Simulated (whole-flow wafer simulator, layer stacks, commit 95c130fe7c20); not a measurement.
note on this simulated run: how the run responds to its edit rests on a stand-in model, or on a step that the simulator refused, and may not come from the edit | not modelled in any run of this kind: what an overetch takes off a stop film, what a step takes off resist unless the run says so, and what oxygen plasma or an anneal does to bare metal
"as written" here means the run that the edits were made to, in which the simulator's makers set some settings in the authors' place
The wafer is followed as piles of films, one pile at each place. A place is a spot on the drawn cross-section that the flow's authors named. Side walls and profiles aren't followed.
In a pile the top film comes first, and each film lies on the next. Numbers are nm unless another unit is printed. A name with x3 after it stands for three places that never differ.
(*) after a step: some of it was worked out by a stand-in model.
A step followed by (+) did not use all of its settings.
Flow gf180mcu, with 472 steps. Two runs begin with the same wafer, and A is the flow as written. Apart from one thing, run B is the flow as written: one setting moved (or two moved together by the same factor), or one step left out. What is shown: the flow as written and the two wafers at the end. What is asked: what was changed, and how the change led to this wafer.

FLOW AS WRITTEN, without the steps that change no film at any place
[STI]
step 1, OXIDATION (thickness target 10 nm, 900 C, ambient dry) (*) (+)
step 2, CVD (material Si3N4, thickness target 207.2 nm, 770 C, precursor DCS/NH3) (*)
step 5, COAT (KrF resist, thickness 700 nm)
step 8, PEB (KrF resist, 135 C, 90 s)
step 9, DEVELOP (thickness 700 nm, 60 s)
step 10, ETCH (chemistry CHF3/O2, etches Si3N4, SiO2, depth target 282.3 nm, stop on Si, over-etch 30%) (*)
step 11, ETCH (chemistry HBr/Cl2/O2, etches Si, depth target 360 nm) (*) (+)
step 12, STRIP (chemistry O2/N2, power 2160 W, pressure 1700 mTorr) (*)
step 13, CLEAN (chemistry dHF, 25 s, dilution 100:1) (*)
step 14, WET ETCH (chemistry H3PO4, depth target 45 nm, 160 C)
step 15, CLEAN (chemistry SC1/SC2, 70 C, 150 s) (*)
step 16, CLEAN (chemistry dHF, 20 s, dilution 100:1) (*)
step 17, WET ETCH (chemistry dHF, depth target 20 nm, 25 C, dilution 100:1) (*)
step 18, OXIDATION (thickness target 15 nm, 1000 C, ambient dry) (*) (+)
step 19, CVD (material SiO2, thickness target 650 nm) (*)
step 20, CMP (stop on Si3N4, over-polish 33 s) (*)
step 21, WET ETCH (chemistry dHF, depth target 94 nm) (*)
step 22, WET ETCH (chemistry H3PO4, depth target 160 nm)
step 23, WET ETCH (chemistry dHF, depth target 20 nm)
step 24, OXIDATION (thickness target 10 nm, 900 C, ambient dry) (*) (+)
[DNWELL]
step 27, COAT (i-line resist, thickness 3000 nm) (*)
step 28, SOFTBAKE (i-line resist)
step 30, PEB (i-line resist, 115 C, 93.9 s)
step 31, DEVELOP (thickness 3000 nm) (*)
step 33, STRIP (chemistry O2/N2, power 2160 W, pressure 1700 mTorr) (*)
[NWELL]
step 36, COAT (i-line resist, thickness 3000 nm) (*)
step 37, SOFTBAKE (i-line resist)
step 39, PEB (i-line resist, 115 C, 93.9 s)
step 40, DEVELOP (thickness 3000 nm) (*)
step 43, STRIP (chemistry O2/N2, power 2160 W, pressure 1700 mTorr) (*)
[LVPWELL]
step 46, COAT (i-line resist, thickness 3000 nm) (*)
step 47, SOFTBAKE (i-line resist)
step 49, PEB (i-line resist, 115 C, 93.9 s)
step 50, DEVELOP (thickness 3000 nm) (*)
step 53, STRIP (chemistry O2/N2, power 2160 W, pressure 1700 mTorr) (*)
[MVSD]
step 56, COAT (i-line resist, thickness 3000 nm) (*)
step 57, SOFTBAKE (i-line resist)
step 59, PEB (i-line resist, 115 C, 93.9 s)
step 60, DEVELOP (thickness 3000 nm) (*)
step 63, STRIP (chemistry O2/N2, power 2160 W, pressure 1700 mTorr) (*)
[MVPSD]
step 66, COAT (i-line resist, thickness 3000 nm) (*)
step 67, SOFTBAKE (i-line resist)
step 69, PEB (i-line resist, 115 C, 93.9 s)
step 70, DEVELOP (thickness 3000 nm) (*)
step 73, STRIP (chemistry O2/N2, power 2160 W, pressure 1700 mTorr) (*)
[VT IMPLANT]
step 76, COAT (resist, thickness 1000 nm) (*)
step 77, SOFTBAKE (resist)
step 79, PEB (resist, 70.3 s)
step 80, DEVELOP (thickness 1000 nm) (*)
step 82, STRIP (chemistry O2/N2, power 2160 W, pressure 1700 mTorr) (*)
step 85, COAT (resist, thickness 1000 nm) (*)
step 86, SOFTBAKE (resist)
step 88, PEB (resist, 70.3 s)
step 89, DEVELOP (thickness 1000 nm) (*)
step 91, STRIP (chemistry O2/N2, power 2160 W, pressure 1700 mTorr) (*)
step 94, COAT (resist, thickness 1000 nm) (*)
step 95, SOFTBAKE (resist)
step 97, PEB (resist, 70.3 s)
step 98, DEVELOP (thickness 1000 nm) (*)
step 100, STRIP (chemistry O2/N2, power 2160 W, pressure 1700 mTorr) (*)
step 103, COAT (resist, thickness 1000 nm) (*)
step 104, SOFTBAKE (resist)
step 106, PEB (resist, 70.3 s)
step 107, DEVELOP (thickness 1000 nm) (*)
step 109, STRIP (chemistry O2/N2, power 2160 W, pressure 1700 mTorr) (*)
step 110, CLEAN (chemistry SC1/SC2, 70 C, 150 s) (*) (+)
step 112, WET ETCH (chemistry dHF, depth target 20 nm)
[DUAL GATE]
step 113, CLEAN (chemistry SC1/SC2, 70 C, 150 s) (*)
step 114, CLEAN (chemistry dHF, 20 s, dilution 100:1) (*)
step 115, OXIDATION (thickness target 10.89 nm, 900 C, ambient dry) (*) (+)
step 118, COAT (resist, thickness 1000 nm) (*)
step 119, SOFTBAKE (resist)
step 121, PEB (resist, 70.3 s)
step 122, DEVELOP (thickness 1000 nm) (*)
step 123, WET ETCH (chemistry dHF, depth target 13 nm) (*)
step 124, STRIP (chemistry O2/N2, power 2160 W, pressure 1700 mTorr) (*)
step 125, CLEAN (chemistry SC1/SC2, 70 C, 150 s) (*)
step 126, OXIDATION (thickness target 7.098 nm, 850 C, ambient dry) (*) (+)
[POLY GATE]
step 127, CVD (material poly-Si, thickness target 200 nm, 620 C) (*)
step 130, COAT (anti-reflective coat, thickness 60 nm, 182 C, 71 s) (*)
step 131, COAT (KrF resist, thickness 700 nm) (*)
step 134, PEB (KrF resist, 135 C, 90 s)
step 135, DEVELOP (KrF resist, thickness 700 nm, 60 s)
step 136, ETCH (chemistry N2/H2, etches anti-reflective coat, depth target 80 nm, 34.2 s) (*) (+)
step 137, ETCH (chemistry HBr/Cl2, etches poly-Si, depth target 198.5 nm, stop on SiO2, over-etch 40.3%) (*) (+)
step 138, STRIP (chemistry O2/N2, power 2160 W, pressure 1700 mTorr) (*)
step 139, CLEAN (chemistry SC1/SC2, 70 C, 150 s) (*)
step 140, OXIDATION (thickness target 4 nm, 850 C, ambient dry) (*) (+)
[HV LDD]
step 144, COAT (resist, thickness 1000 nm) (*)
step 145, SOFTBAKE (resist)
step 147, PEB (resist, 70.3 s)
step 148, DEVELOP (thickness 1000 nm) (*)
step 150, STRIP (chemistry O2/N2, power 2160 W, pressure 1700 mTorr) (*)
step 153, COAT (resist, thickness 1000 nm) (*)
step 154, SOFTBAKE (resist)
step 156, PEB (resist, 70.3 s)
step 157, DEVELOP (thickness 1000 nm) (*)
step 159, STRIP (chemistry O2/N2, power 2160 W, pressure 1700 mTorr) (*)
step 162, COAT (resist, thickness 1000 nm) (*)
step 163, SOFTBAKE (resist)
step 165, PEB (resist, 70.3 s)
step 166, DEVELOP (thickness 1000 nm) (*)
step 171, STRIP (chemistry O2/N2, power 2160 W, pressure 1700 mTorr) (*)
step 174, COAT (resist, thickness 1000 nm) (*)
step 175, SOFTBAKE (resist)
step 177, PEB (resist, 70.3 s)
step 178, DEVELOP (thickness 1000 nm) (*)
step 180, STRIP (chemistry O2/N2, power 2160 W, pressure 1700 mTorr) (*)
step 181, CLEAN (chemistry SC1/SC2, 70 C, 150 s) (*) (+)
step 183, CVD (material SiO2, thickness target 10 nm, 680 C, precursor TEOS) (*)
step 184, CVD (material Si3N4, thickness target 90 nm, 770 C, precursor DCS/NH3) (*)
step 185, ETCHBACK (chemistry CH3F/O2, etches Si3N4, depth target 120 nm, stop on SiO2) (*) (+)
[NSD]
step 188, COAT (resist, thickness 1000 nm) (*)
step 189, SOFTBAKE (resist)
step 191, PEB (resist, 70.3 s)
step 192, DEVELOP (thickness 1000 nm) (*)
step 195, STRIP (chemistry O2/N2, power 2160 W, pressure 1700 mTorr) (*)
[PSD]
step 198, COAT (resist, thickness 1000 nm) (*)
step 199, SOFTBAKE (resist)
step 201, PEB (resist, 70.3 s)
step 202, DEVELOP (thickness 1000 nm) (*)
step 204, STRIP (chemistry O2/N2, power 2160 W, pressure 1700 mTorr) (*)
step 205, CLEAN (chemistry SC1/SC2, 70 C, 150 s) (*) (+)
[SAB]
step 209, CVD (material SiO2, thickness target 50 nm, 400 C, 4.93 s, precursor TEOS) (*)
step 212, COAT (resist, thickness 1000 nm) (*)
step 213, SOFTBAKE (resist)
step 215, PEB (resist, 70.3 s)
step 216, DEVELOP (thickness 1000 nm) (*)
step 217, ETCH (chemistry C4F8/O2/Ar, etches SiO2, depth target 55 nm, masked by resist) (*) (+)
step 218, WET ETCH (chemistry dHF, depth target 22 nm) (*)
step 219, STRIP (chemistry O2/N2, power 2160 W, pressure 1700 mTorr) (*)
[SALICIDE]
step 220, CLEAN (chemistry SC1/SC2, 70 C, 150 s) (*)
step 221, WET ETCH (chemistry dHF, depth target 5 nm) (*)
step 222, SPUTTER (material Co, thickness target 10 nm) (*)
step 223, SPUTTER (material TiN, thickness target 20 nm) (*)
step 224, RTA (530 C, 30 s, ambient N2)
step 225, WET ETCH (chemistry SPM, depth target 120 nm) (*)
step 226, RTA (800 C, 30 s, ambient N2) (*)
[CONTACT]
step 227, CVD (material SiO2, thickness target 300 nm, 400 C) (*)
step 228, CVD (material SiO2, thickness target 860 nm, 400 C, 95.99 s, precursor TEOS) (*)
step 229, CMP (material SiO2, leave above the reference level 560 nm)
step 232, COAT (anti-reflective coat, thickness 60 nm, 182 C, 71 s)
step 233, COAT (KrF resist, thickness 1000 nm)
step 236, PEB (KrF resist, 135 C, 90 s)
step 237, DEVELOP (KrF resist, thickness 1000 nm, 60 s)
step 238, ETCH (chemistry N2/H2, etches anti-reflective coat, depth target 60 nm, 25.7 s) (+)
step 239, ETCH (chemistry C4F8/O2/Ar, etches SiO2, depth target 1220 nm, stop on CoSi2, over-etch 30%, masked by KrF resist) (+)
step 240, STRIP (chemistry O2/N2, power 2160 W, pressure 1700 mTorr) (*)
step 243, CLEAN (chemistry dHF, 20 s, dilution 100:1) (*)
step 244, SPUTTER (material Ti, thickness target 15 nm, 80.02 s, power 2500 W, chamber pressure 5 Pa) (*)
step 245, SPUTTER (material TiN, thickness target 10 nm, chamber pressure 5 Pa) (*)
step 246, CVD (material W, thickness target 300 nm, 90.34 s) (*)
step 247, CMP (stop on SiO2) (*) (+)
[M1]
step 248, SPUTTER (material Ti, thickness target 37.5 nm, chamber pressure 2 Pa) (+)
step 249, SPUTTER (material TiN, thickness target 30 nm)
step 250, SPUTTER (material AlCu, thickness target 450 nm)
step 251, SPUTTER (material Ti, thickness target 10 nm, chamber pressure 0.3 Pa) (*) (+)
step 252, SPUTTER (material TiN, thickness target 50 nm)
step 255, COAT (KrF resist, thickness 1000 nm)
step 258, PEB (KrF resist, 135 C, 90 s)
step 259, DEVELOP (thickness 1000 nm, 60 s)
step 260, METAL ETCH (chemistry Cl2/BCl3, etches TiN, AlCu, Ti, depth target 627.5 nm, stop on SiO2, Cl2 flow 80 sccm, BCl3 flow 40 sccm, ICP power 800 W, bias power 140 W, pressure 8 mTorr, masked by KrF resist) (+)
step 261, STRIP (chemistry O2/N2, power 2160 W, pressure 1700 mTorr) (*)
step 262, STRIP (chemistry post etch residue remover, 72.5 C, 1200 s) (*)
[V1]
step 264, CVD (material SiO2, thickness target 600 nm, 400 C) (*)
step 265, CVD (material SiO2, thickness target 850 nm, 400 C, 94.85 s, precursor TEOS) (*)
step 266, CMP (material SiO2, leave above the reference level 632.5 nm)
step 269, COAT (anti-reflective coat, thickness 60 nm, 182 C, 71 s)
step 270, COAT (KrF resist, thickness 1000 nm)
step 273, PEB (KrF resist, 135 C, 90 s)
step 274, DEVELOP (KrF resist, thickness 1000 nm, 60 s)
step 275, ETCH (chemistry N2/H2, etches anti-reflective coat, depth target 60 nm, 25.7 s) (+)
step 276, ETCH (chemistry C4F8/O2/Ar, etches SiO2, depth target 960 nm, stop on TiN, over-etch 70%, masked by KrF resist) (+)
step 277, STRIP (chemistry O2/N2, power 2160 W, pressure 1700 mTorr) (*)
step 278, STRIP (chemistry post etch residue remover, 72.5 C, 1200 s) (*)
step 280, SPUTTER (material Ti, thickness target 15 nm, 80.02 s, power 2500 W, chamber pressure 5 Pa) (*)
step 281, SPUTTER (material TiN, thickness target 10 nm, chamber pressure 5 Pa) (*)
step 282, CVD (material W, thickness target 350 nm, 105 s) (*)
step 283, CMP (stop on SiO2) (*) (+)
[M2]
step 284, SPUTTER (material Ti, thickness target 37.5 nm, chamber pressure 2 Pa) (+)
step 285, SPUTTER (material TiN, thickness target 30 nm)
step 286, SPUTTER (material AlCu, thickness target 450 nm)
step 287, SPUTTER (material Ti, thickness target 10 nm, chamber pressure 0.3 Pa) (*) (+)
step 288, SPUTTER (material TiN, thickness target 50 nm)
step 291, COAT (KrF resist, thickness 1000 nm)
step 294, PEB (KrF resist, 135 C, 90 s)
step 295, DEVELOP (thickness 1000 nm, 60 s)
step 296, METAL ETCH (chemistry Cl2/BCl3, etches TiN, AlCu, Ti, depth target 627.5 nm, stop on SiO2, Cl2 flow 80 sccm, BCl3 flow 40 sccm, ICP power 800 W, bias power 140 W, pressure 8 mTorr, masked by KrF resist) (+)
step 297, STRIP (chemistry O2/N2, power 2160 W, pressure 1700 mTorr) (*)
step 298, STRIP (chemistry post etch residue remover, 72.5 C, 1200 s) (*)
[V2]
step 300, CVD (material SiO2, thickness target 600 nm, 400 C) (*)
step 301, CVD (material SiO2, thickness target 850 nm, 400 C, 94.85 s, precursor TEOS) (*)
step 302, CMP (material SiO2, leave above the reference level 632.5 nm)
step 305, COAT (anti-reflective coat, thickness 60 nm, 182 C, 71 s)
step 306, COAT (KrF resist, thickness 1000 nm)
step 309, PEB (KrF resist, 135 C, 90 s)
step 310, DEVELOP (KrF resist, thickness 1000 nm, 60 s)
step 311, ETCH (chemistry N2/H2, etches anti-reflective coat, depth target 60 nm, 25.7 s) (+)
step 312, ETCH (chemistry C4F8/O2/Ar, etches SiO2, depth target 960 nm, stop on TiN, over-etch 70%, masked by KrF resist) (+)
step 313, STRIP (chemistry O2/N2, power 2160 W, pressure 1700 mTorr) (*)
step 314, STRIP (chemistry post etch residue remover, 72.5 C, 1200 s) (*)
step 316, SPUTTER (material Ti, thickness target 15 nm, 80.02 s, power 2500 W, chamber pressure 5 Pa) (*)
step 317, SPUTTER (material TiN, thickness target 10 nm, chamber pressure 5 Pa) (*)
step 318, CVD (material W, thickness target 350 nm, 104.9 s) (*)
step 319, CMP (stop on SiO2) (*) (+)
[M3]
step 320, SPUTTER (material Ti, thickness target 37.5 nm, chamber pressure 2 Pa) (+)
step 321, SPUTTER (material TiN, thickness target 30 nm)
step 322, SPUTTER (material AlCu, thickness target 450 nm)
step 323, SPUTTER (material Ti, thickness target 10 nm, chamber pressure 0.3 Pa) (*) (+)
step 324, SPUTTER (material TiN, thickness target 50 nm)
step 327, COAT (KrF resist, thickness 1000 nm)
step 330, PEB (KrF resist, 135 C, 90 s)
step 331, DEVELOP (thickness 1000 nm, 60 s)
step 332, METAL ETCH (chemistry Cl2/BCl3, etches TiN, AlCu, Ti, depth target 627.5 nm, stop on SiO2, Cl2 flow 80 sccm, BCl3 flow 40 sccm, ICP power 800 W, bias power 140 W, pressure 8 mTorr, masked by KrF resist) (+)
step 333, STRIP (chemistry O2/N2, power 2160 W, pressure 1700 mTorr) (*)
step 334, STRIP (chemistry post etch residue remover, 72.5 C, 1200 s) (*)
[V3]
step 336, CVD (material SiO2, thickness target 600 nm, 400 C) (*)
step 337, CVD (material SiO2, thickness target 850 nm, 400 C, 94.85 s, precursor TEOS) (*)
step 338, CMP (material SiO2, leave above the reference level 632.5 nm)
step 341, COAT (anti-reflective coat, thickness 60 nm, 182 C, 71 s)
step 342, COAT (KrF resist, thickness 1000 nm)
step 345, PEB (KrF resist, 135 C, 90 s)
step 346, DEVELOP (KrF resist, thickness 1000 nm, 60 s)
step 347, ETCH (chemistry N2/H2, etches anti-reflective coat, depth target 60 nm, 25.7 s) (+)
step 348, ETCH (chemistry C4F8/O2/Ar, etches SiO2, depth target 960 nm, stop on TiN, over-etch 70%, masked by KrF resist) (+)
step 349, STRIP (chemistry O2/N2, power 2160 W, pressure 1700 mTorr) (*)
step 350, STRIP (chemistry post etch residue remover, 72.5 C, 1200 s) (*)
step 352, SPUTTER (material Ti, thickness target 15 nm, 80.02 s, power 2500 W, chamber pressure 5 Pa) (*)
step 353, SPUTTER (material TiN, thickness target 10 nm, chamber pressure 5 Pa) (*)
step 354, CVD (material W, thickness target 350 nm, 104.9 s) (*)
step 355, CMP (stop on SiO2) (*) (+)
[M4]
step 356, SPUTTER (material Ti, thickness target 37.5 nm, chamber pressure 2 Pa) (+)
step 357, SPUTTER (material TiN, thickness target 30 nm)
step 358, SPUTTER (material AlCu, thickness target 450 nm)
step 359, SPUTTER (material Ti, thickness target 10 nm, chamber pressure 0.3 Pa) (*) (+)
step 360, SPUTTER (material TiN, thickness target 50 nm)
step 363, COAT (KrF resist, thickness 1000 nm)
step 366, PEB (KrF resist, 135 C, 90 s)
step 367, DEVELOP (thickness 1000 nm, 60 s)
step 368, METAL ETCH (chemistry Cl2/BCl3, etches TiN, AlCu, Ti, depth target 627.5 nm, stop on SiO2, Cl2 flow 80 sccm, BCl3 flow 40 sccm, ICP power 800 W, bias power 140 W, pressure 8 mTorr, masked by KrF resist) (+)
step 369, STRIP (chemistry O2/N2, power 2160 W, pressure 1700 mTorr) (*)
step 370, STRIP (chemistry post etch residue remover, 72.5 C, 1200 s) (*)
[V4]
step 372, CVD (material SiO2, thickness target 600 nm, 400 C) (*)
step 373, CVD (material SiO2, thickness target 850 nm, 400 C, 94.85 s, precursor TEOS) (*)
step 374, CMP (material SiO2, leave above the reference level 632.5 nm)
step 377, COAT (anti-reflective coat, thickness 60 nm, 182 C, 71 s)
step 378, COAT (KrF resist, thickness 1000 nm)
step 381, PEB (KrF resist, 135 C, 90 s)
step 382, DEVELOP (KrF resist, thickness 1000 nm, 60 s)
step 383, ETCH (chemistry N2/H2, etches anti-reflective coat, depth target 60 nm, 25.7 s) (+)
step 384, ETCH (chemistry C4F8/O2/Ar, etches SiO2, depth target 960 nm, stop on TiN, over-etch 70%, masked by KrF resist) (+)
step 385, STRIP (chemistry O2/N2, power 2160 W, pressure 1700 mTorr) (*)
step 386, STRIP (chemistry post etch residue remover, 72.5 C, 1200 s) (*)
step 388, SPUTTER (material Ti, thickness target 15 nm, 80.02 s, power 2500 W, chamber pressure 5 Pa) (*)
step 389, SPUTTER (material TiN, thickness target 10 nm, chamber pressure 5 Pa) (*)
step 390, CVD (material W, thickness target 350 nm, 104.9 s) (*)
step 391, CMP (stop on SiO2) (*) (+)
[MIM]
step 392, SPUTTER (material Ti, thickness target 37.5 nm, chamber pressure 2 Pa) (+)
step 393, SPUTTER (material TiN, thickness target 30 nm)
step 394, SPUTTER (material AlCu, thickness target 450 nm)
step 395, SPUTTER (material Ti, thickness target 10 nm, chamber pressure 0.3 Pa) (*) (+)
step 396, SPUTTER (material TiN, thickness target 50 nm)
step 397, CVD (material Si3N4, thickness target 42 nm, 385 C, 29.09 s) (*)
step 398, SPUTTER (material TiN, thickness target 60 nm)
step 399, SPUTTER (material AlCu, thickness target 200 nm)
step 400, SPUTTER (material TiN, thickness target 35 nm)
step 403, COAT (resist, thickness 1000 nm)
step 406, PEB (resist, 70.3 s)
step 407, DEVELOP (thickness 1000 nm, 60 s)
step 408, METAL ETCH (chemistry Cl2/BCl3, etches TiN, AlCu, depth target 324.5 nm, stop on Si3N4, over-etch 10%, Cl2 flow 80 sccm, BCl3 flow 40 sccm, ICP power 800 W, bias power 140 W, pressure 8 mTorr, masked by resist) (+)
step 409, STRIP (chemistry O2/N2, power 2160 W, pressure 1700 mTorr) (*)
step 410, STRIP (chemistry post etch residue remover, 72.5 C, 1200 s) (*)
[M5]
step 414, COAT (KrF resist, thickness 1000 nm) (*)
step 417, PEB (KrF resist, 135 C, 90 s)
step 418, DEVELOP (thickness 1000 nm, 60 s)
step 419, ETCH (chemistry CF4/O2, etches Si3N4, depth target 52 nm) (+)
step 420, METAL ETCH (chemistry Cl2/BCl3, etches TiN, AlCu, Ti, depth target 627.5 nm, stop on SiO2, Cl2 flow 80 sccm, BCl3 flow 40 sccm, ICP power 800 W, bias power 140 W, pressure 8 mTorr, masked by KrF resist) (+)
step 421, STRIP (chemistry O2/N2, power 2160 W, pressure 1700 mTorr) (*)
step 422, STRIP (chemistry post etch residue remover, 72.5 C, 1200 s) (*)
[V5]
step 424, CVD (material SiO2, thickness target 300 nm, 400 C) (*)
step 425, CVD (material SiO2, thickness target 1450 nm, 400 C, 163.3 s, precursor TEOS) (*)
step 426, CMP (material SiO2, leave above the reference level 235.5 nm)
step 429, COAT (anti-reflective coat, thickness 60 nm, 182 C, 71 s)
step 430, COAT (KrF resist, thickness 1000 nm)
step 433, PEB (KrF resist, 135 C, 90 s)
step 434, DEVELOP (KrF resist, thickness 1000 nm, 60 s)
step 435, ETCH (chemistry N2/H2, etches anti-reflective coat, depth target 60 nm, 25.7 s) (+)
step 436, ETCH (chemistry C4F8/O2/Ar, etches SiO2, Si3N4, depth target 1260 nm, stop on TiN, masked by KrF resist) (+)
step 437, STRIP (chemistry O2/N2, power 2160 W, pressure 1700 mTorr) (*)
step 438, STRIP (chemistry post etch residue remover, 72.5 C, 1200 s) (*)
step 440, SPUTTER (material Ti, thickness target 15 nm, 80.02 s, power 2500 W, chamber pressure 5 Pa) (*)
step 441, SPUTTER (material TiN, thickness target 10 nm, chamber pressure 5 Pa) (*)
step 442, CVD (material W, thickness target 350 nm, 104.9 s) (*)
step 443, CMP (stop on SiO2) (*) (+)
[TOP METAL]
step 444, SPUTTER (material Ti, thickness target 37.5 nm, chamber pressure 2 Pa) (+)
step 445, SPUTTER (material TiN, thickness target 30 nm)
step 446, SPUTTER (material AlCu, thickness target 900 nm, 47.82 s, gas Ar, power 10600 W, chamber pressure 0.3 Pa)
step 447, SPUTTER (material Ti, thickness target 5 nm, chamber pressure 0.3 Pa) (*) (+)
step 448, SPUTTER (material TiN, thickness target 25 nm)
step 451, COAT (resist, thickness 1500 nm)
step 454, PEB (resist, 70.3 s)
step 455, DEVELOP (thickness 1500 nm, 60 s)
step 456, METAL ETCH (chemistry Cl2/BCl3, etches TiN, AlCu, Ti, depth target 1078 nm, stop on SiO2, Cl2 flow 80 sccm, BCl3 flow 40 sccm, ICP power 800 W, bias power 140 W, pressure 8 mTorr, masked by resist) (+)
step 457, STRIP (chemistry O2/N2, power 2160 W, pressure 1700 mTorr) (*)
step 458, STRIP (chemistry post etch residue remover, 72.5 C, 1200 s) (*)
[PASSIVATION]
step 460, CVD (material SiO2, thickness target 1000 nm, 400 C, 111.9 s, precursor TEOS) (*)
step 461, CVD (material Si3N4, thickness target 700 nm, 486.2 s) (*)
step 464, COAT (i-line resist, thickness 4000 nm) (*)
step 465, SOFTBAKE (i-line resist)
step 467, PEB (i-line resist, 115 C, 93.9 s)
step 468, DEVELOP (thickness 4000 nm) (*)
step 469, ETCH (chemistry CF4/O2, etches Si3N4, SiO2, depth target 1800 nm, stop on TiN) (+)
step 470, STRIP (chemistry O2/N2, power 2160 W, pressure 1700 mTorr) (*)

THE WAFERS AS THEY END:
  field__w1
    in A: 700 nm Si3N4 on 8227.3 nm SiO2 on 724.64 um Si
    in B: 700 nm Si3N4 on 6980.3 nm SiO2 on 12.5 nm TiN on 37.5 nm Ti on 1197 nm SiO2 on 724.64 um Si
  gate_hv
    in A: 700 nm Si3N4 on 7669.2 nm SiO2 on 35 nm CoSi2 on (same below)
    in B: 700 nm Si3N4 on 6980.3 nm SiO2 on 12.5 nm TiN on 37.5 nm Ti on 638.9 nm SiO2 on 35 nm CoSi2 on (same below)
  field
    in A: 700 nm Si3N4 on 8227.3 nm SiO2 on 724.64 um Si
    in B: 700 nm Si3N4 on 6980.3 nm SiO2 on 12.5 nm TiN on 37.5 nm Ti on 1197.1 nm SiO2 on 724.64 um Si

Cause: step 260, METAL ETCH: depth target 527.1 nm was run, whereas the flow has depth target 627.5 nm.

The path from the change to this, step by step:
  step 260, METAL ETCH (chemistry Cl2/BCl3, etches TiN, AlCu, Ti, depth target 627.5 nm, stop on SiO2, Cl2 flow 80 sccm, BCl3 flow 40 sccm, ICP power 800 W, bias power 140 W, pressure 8 mTorr, masked by KrF resist) (+)
      field, field__w1, field__w2 and 99 more: A TiN loses 50 (all of it), Ti loses 10 (all of it), AlCu loses 450 (all of it), TiN loses 30 (all of it), Ti loses 37.5 (all of it) | B TiN loses 50 (all of it), Ti loses 10 (all of it), AlCu loses 450 (all of it), TiN loses 17.1
      field__w8, contact, m1 and 6 more: A KrF resist loses 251 | B KrF resist loses 210.8
  step 261, STRIP (chemistry O2/N2, power 2160 W, pressure 1700 mTorr) (*)
      field__w8, contact, m1 and 6 more: A KrF resist loses 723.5 (all of it) | B KrF resist loses 763.7 (all of it)
  step 264, CVD (material SiO2, thickness target 600 nm, 400 C) (*)
      field, field__w1, field__w2 and 99 more: A SiO2 gains 600 | B SiO2 gains 600 (new film)
  step 266, CMP (material SiO2, leave above the reference level 632.5 nm)
      field, field__w1, field__w2 and 99 more: A SiO2 loses 300 | B SiO2 loses 350
If metal films that touch count as one body, field__w1 has 1 body; the flow as written gives 0 bodies.
If metal films that touch count as one body, gate_hv has 2 bodies (between them, from the top down: SiO2 638.9); the flow as written gives 1 body.
If metal films that touch count as one body, field has 1 body; the flow as written gives 0 bodies.
